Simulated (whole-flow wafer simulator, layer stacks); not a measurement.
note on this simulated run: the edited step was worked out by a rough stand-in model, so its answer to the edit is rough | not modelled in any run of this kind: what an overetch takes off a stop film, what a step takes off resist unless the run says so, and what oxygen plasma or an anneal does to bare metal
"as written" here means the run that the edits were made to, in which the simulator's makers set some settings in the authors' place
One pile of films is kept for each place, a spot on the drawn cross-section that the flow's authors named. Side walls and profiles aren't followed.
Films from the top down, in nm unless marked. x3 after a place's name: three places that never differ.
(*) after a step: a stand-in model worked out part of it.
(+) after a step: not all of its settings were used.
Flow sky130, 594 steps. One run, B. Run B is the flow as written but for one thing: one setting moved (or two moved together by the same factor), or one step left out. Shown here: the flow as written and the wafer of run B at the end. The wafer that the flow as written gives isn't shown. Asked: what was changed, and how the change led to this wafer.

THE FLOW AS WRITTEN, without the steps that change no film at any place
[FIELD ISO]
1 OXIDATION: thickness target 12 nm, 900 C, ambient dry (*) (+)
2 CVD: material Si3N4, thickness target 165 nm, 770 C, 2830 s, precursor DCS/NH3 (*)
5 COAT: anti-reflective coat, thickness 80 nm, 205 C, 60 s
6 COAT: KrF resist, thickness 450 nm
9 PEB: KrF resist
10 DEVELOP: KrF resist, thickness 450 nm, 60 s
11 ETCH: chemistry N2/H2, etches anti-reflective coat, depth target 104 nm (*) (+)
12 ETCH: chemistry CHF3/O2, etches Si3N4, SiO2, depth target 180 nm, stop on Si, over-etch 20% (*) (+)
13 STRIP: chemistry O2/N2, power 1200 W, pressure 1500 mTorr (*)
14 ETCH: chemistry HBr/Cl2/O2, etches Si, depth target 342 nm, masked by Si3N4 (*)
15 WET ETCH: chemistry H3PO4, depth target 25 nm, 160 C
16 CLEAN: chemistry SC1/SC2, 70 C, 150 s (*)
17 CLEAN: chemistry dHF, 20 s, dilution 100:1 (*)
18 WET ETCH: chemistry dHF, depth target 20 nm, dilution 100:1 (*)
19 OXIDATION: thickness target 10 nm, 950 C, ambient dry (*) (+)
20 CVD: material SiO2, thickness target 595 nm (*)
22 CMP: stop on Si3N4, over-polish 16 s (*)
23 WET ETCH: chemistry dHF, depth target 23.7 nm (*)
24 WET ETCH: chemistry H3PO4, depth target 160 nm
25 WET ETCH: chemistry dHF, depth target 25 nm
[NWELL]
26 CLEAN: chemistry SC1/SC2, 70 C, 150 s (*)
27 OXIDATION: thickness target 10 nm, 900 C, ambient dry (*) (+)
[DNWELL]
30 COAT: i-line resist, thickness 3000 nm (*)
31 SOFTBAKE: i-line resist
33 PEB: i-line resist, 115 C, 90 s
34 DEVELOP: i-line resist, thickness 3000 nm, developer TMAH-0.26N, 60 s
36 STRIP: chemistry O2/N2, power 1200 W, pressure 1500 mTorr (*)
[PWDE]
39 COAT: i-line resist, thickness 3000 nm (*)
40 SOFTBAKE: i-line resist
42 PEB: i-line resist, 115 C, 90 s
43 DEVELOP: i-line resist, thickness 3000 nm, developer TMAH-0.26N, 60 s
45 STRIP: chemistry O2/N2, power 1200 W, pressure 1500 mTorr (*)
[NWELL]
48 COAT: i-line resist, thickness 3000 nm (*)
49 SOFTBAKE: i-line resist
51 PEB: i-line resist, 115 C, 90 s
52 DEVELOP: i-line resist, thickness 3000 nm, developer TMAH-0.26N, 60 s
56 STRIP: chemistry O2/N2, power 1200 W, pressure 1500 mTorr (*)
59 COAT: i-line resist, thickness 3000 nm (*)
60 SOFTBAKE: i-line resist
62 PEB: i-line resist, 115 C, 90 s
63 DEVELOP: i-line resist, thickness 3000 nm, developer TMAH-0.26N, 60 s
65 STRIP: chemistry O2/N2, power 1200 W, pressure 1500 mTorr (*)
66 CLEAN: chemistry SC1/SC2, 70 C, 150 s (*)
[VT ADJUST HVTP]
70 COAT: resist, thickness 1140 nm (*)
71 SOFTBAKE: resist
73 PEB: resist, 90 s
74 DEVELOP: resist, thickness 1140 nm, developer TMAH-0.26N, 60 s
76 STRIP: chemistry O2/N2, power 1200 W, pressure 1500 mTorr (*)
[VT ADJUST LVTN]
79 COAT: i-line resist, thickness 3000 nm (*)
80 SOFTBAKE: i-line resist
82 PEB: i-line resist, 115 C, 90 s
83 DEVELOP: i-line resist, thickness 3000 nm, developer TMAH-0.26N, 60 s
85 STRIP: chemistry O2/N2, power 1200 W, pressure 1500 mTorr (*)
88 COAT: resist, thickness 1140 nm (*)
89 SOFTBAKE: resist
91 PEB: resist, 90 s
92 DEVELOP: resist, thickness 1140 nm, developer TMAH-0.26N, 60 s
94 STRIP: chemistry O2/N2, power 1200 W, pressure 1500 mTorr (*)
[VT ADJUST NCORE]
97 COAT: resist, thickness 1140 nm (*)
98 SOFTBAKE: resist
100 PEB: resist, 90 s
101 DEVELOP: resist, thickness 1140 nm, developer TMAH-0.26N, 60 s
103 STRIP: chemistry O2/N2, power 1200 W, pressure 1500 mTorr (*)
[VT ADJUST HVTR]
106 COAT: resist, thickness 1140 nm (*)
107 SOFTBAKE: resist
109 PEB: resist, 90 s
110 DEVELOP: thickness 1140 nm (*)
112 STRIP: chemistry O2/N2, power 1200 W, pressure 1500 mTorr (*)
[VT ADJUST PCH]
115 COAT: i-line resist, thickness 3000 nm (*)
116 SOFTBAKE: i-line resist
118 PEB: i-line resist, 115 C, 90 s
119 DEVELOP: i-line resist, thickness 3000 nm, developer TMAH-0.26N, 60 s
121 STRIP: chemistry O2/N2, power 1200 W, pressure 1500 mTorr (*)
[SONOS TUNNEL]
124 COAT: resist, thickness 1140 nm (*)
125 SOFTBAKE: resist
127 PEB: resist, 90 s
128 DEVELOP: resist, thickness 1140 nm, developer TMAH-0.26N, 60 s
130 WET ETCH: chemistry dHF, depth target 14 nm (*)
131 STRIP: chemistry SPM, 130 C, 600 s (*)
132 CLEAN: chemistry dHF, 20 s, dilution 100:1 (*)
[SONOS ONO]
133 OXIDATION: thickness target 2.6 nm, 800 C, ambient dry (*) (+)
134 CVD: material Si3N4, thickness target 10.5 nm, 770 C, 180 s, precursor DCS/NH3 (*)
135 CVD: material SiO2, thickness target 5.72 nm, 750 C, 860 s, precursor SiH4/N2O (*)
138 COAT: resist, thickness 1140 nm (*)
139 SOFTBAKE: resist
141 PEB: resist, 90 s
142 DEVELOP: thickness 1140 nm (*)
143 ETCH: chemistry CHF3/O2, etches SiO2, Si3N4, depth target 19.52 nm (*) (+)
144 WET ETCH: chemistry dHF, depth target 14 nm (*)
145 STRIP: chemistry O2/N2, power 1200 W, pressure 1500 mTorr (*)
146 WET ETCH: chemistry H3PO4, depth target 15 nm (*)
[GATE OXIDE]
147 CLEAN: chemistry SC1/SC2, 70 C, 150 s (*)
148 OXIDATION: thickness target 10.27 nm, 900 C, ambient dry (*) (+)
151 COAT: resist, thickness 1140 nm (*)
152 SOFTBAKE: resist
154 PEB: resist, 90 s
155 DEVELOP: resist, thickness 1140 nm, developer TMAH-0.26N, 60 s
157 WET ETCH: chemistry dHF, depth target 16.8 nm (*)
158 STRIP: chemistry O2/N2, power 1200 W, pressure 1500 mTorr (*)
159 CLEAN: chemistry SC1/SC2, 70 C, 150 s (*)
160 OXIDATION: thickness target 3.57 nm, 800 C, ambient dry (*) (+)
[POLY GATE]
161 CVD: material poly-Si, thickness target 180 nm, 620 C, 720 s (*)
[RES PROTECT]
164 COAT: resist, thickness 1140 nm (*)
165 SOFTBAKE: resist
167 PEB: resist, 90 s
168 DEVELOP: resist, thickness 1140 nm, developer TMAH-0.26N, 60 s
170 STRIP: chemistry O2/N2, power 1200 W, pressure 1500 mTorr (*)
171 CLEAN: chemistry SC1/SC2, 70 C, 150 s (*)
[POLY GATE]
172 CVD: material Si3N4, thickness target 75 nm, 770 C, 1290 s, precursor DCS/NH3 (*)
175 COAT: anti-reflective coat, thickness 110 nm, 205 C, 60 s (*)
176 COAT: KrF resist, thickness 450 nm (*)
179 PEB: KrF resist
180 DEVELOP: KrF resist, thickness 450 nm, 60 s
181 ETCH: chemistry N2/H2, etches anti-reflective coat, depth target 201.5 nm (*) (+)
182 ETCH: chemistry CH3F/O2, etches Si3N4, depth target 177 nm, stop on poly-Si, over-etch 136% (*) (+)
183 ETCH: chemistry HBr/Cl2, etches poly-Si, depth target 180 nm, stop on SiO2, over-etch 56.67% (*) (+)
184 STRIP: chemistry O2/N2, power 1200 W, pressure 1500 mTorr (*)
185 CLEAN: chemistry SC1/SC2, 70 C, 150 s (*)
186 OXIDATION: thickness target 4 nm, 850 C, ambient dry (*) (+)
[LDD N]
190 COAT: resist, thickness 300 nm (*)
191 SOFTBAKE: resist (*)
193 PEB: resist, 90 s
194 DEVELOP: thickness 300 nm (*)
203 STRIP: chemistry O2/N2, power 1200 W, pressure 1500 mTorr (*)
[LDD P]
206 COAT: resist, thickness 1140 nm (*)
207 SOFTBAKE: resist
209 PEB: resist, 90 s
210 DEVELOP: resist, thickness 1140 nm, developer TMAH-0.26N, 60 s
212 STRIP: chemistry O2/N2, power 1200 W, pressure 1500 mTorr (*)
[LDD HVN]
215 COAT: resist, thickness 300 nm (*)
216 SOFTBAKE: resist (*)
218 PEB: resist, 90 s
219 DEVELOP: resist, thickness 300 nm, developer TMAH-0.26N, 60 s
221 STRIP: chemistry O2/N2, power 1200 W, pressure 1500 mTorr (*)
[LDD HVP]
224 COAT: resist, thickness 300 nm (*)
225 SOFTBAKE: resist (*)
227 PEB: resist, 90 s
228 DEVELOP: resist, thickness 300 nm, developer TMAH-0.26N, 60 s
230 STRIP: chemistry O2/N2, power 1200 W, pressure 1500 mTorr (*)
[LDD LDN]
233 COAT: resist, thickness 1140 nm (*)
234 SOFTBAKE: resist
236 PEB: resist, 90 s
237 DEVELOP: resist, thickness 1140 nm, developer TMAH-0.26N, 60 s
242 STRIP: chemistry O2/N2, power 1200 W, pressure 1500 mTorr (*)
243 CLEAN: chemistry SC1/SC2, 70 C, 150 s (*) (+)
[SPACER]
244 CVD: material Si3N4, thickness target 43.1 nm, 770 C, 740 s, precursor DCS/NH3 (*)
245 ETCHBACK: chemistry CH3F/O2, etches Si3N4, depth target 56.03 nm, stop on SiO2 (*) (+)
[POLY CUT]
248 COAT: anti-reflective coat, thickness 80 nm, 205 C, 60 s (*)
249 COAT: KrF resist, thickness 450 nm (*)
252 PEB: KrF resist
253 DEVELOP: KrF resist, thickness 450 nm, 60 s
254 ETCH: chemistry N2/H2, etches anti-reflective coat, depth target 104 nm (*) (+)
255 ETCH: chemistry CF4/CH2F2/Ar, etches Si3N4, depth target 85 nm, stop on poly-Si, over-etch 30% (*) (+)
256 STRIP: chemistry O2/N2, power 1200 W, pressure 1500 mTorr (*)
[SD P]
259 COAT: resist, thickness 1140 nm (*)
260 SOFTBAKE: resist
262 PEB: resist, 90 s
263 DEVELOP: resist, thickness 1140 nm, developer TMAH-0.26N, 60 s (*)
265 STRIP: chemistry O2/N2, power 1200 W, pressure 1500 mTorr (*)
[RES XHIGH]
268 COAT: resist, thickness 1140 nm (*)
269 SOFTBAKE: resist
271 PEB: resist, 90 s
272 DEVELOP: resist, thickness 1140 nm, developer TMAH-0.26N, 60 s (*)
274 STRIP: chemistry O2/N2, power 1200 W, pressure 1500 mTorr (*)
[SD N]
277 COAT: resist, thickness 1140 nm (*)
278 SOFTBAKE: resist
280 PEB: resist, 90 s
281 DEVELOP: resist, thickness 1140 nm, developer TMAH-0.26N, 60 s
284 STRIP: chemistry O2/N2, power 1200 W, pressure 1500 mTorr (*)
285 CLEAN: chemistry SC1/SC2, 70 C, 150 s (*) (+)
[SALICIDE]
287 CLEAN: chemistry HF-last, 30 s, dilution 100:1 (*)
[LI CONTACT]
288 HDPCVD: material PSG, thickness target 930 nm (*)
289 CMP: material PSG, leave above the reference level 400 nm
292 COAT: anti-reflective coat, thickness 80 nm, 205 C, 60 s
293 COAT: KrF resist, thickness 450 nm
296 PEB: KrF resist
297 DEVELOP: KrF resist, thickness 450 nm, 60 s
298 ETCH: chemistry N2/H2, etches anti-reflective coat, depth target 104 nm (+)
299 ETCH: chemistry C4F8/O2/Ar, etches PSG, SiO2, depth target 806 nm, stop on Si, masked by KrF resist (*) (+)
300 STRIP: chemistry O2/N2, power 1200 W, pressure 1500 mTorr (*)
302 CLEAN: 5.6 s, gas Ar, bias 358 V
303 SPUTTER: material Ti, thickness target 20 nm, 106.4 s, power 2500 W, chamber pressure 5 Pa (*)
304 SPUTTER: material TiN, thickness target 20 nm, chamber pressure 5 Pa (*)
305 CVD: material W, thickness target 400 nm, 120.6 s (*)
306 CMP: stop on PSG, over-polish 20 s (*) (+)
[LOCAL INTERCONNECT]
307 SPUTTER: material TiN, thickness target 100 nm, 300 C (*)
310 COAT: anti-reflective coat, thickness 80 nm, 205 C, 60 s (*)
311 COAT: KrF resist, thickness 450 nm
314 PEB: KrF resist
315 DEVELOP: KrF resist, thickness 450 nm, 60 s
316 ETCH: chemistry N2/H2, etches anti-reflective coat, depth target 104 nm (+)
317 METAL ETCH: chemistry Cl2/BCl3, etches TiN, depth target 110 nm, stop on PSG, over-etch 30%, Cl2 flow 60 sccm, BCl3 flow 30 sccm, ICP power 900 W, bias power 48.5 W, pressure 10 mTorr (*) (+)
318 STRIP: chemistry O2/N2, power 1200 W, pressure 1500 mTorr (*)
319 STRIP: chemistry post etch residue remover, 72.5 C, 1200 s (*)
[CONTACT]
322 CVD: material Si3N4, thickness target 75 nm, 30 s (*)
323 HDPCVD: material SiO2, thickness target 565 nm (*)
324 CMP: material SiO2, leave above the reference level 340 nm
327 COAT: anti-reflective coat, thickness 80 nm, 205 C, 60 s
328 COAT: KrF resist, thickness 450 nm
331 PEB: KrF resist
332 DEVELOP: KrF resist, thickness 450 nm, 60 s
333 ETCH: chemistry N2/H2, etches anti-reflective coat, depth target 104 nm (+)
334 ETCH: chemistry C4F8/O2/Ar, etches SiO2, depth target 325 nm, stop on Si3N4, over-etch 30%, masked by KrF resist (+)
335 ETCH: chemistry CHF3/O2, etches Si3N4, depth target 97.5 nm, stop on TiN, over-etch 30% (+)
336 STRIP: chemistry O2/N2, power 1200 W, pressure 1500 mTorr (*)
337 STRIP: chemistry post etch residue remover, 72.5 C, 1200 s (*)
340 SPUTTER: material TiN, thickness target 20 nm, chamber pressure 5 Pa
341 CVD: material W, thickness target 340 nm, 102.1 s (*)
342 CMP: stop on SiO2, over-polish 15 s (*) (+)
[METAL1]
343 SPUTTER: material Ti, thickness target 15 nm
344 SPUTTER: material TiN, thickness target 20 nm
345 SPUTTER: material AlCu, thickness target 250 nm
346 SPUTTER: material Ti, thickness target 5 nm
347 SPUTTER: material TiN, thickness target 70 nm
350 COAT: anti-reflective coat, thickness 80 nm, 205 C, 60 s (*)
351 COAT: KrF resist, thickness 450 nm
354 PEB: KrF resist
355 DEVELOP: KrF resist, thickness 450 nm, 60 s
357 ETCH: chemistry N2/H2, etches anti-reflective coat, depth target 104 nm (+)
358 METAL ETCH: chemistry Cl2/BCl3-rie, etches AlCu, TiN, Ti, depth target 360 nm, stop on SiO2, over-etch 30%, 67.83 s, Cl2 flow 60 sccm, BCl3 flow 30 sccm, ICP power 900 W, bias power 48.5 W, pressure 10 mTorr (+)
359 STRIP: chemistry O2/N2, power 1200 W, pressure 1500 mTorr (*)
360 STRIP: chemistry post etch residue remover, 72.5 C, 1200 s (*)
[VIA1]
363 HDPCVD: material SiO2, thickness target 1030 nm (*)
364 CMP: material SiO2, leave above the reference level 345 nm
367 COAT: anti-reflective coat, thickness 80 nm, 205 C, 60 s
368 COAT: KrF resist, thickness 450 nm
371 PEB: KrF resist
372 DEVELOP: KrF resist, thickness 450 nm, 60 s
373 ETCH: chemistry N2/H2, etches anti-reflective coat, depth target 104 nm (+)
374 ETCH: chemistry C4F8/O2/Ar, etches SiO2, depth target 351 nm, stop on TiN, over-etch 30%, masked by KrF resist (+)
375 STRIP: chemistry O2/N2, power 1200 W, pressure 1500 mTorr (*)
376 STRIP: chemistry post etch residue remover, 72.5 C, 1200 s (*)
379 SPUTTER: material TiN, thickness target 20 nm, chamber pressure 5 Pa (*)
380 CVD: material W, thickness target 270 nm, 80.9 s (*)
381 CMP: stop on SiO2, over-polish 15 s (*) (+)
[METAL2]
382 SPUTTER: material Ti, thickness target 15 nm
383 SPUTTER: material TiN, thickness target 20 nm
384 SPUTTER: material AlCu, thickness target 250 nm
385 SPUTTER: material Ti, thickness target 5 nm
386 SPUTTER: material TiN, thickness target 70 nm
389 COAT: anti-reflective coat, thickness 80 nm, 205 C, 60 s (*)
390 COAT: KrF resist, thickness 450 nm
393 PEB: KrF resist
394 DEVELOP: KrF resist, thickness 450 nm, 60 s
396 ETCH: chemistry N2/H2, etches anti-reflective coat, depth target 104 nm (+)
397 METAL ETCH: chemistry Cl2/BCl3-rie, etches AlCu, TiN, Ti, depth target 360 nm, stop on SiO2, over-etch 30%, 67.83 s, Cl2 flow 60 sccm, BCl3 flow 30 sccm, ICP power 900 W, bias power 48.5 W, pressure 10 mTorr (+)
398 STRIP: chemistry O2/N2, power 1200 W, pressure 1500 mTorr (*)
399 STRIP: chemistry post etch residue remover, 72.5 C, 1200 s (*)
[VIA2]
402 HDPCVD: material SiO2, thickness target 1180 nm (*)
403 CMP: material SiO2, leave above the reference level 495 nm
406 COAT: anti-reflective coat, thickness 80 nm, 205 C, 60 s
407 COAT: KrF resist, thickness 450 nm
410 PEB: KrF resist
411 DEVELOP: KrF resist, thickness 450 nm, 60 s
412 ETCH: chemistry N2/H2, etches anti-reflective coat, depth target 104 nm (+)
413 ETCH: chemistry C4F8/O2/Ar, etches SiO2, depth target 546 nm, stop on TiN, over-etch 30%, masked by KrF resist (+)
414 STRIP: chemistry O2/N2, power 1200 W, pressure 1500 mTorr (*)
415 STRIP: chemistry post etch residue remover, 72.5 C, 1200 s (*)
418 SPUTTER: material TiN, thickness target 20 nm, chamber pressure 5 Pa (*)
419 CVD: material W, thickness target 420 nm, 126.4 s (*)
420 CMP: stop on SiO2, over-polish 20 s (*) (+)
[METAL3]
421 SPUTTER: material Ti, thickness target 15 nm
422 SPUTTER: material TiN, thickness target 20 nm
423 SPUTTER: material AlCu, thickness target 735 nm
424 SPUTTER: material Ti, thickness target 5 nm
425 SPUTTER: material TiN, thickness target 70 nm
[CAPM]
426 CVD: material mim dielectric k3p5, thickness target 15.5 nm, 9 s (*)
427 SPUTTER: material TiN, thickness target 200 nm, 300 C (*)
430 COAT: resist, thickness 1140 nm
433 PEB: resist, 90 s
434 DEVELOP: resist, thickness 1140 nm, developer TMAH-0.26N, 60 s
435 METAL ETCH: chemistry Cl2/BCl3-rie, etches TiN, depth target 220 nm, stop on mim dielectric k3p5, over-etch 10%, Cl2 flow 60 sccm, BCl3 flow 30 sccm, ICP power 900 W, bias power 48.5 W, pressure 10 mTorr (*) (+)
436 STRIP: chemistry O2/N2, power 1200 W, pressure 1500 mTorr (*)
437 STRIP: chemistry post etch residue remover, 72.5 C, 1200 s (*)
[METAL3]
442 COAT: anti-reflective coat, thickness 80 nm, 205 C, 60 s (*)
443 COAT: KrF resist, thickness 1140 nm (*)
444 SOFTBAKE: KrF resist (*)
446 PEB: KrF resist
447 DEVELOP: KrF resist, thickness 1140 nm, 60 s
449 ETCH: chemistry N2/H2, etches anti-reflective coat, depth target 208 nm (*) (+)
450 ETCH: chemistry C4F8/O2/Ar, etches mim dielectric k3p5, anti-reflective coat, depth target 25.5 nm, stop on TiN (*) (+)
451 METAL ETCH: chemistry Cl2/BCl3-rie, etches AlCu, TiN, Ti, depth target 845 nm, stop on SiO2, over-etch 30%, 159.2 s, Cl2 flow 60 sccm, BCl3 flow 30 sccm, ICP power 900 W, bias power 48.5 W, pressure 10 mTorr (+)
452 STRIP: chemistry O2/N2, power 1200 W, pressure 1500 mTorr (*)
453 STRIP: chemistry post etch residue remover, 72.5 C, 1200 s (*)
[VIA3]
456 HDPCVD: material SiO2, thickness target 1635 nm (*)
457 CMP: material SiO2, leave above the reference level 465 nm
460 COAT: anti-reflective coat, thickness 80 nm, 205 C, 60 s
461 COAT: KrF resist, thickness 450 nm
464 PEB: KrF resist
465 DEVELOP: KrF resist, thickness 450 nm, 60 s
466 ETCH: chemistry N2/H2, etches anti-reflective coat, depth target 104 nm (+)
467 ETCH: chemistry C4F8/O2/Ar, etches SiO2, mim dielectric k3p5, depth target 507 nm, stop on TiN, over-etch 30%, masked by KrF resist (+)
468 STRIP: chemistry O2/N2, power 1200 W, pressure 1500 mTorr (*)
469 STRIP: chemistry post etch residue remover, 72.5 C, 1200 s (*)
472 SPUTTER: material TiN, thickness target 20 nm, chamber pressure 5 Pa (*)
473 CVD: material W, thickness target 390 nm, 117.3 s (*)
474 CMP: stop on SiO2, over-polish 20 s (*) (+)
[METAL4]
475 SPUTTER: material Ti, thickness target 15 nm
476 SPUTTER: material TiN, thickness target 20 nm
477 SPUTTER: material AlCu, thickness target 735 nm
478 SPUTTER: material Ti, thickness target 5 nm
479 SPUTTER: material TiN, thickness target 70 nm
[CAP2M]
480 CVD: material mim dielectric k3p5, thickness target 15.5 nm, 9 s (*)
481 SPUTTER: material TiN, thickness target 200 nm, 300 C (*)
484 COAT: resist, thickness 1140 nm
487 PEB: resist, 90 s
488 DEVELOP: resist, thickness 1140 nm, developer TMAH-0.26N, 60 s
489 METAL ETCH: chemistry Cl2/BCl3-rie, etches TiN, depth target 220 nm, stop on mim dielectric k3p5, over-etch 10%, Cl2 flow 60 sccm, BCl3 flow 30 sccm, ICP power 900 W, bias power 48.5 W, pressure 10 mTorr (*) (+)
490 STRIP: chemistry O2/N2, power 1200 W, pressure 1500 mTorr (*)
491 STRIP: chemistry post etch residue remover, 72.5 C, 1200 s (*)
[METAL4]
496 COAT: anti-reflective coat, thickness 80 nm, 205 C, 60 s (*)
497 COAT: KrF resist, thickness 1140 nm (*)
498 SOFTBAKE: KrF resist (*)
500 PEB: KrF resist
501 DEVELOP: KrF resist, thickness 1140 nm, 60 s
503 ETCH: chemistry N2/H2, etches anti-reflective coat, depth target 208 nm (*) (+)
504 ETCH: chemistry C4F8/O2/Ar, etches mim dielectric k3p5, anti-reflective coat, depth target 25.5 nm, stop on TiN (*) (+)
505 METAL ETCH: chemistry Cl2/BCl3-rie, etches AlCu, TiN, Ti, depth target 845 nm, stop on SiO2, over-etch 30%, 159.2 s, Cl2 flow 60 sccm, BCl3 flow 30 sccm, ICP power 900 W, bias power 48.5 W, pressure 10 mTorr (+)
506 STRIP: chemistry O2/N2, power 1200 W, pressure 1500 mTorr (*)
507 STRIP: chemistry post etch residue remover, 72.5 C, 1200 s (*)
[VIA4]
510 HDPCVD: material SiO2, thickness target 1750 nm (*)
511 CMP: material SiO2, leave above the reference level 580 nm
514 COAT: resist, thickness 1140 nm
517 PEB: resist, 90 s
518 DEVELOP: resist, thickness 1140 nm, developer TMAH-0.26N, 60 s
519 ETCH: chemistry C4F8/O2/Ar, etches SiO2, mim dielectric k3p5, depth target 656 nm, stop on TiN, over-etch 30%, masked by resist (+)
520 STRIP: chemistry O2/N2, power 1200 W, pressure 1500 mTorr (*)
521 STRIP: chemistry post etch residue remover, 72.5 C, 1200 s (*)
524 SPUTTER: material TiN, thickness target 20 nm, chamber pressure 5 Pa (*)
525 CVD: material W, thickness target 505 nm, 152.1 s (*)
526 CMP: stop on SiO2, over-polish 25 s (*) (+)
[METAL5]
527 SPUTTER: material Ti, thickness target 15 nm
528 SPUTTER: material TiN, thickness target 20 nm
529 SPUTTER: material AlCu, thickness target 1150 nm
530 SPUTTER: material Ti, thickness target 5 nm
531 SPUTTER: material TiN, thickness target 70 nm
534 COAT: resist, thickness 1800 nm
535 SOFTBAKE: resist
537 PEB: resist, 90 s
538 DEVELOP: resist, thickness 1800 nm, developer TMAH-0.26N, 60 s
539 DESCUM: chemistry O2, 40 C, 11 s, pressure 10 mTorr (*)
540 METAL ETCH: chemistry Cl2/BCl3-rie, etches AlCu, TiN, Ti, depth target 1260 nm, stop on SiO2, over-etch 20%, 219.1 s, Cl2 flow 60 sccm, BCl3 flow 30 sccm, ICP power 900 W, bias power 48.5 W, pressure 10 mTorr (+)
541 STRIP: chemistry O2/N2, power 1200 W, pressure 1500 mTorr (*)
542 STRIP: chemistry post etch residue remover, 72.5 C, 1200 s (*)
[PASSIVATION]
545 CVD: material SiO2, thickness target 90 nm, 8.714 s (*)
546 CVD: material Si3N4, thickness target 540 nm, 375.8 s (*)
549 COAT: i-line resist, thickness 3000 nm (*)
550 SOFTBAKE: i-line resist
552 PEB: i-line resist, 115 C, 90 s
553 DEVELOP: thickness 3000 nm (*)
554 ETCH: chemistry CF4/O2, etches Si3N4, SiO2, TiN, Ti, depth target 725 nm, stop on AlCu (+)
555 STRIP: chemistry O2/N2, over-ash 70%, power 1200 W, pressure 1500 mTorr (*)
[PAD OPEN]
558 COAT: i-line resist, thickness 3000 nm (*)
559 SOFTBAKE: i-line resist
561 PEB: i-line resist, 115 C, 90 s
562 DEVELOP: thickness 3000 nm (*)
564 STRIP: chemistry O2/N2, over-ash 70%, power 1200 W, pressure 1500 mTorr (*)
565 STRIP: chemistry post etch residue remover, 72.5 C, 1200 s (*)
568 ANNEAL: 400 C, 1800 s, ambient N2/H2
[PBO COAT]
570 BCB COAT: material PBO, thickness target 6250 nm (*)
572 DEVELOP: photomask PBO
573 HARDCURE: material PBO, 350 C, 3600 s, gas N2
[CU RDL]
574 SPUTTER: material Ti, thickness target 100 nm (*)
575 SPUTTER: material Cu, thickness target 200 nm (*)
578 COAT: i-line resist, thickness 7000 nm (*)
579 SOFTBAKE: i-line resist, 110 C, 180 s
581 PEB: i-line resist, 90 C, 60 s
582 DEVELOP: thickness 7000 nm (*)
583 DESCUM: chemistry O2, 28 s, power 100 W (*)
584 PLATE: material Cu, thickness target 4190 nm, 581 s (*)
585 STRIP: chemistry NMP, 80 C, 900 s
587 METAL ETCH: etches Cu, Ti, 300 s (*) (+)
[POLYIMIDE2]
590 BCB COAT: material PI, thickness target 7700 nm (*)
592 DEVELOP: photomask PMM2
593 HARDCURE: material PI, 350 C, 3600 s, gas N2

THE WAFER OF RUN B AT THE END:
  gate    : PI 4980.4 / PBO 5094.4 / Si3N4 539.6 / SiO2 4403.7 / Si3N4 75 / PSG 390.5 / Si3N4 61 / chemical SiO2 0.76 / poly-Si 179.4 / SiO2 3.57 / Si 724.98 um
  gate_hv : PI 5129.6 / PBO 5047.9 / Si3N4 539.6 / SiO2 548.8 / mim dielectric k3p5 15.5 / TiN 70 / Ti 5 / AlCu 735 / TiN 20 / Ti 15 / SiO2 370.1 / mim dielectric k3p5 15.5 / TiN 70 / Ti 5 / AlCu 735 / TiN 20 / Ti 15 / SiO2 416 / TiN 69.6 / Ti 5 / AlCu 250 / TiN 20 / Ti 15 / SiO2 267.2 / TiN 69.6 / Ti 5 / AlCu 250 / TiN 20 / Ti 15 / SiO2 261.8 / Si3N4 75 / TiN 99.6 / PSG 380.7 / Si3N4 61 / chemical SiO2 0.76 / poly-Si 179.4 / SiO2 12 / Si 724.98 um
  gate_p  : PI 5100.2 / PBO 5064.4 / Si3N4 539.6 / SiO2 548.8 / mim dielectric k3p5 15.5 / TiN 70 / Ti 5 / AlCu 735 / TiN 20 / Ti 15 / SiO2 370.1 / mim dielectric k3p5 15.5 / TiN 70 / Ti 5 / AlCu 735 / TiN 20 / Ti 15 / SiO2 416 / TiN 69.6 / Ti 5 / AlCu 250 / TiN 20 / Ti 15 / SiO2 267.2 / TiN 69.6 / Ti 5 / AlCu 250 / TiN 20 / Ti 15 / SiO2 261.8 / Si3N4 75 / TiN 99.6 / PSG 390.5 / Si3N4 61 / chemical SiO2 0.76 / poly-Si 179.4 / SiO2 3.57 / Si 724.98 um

The cause: step 148, OXIDATION: thickness target 11.3 nm was run, where the flow has thickness target 10.27 nm.

How the change led to this, step by step:
  148 OXIDATION: thickness target 10.27 nm, 900 C, ambient dry (*) (+)
      active, n_well, p_well and 98 more: SiO2 +11.3 (new film), chemical SiO2 -0.76 (all of it), Si -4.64 (as written it would be: SiO2 +10.3 (new film), chemical SiO2 -0.76 (all of it), Si -4.18)
  157 WET ETCH: chemistry dHF, depth target 16.8 nm (*)
      active, n_well, p_well and 58 more: SiO2 -11.3 (all of it) (as written it would be: SiO2 -10.3 (all of it))
  175 COAT: anti-reflective coat, thickness 110 nm, 205 C, 60 s (*)
      rpm_encl, rpm_encl_psd: anti-reflective coat +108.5 (new film) (as written it would be: anti-reflective coat +104.4 (new film))
  181 ETCH: chemistry N2/H2, etches anti-reflective coat, depth target 201.5 nm (*) (+)
      rpm_encl, rpm_encl_psd: anti-reflective coat -108.5 (all of it), Si3N4 -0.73 (as written it would be: anti-reflective coat -104.4 (all of it), Si3N4 -0.79)
  248 COAT: anti-reflective coat, thickness 80 nm, 205 C, 60 s (*)
      gate_p_hv: anti-reflective coat +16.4 (new film) (as written it would be: anti-reflective coat +17 (new film))
  256 STRIP: chemistry O2/N2, power 1200 W, pressure 1500 mTorr (*)
      gate_p_hv: KrF resist -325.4 (all of it), anti-reflective coat -16.4 (all of it) (as written it would be: KrF resist -325.1 (all of it), anti-reflective coat -17 (all of it))
